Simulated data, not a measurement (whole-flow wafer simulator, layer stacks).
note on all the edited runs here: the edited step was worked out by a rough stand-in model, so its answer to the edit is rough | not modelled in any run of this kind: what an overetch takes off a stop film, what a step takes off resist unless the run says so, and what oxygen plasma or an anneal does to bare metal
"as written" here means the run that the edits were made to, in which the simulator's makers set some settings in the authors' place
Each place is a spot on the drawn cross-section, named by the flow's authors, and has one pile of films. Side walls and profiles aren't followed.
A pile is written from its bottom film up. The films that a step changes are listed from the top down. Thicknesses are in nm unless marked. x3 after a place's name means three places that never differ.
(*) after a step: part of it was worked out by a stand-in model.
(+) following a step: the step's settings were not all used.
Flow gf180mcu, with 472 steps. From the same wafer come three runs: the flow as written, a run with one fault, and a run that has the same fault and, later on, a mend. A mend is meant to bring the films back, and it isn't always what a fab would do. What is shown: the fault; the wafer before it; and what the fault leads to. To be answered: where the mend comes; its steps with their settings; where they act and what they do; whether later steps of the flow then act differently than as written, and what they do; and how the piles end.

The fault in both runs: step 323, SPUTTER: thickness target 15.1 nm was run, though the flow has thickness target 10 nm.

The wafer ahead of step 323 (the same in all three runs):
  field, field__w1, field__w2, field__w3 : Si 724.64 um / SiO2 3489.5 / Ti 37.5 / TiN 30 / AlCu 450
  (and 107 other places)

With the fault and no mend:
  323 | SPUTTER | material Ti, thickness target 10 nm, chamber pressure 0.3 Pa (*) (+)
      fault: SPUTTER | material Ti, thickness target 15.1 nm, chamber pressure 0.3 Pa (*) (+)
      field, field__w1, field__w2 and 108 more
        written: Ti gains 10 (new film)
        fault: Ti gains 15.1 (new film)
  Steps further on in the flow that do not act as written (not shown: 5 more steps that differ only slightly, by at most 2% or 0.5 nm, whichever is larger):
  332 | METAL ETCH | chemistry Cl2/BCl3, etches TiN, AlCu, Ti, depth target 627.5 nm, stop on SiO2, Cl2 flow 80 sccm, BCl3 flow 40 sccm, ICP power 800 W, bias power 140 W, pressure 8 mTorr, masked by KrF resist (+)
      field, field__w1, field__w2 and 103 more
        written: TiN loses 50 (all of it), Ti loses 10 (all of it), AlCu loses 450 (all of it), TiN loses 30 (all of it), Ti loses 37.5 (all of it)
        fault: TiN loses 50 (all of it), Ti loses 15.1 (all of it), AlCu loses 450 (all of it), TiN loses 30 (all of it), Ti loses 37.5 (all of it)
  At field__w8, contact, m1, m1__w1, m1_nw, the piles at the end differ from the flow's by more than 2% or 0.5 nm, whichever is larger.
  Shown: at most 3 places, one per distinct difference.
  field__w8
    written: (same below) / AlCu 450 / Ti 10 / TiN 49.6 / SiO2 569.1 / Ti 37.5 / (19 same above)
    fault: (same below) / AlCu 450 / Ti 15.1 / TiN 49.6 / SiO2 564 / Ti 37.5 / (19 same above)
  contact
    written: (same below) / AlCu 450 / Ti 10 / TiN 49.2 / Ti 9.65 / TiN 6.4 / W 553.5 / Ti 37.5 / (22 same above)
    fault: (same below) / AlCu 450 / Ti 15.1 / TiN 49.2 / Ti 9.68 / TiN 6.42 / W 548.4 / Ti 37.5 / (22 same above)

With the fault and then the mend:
  After step 323 comes the mend.
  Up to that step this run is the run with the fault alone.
  323a | METAL ETCH | chemistry Cl2/BCl3, etches TiN, AlCu, Ti, depth target 5.1 nm, Cl2 flow 80 sccm, BCl3 flow 40 sccm, ICP power 800 W, bias power 140 W, pressure 8 mTorr (the flow's step 260 again, with other settings)
      field, field__w1, field__w2 and 108 more
        Ti loses 5.1
  Every later step of the flow that is run acts as written at every place that is followed.
  The piles end the same as the flow's at every place that both follow.
